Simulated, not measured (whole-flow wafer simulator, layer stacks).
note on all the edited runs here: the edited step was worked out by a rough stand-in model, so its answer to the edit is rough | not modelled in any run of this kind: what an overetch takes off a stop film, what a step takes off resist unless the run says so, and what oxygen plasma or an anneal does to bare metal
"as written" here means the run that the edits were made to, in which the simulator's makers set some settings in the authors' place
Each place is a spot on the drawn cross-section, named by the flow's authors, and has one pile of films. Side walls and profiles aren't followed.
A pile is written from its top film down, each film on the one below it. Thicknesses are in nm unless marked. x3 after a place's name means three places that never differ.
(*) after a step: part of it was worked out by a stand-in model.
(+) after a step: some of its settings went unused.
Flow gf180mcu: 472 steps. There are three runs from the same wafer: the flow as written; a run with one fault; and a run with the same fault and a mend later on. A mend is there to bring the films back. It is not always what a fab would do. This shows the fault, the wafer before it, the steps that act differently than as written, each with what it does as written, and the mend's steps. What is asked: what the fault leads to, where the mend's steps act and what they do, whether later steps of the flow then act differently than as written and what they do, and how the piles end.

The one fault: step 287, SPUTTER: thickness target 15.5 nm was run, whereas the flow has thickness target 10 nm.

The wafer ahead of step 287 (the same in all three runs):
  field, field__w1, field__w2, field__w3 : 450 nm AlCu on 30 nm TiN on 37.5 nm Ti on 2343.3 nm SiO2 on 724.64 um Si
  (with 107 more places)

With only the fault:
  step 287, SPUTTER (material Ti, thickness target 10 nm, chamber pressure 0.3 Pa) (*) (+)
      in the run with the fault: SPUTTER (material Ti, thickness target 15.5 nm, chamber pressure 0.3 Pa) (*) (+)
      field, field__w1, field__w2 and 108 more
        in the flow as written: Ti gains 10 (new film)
        in the run with the fault: Ti gains 15.5 (new film)
  Steps later in the flow that act otherwise than as written (5 other steps are not shown; they differ only slightly, by no more than 2% or 0.5 nm, whichever is larger):
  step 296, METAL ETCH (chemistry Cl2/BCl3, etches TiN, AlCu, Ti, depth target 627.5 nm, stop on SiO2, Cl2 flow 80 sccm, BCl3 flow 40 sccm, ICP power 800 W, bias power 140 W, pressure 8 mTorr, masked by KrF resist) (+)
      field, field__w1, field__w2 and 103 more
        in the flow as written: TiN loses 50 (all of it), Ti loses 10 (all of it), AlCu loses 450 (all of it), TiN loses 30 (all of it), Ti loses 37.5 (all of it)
        in the run with the fault: TiN loses 50 (all of it), Ti loses 15.5 (all of it), AlCu loses 450 (all of it), TiN loses 30 (all of it), Ti loses 37.5 (all of it)
  The piles end different from the flow's at field__w8, contact, m1, m1__w1, m1_nw by more than 2% or 0.5 nm, whichever is larger.
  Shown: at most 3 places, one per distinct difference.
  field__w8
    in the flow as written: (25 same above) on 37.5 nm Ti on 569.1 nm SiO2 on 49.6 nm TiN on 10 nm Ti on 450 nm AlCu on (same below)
    in the run with the fault: (25 same above) on 37.5 nm Ti on 563.6 nm SiO2 on 49.6 nm TiN on 15.5 nm Ti on 450 nm AlCu on (same below)
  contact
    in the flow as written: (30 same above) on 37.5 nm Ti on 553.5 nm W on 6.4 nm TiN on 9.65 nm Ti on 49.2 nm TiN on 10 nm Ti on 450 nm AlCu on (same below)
    in the run with the fault: (30 same above) on 37.5 nm Ti on 547.9 nm W on 6.42 nm TiN on 9.68 nm Ti on 49.2 nm TiN on 15.5 nm Ti on 450 nm AlCu on (same below)

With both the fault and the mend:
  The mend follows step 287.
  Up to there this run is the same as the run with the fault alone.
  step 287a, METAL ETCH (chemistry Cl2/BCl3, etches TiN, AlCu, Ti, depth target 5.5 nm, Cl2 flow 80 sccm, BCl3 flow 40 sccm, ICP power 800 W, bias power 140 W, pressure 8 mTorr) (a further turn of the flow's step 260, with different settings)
      field, field__w1, field__w2 and 108 more
        Ti loses 5.5
  None of the later steps of the flow acts differently than as written at any place that is followed.
  By the end, the piles equal the flow's at every place that both follow.
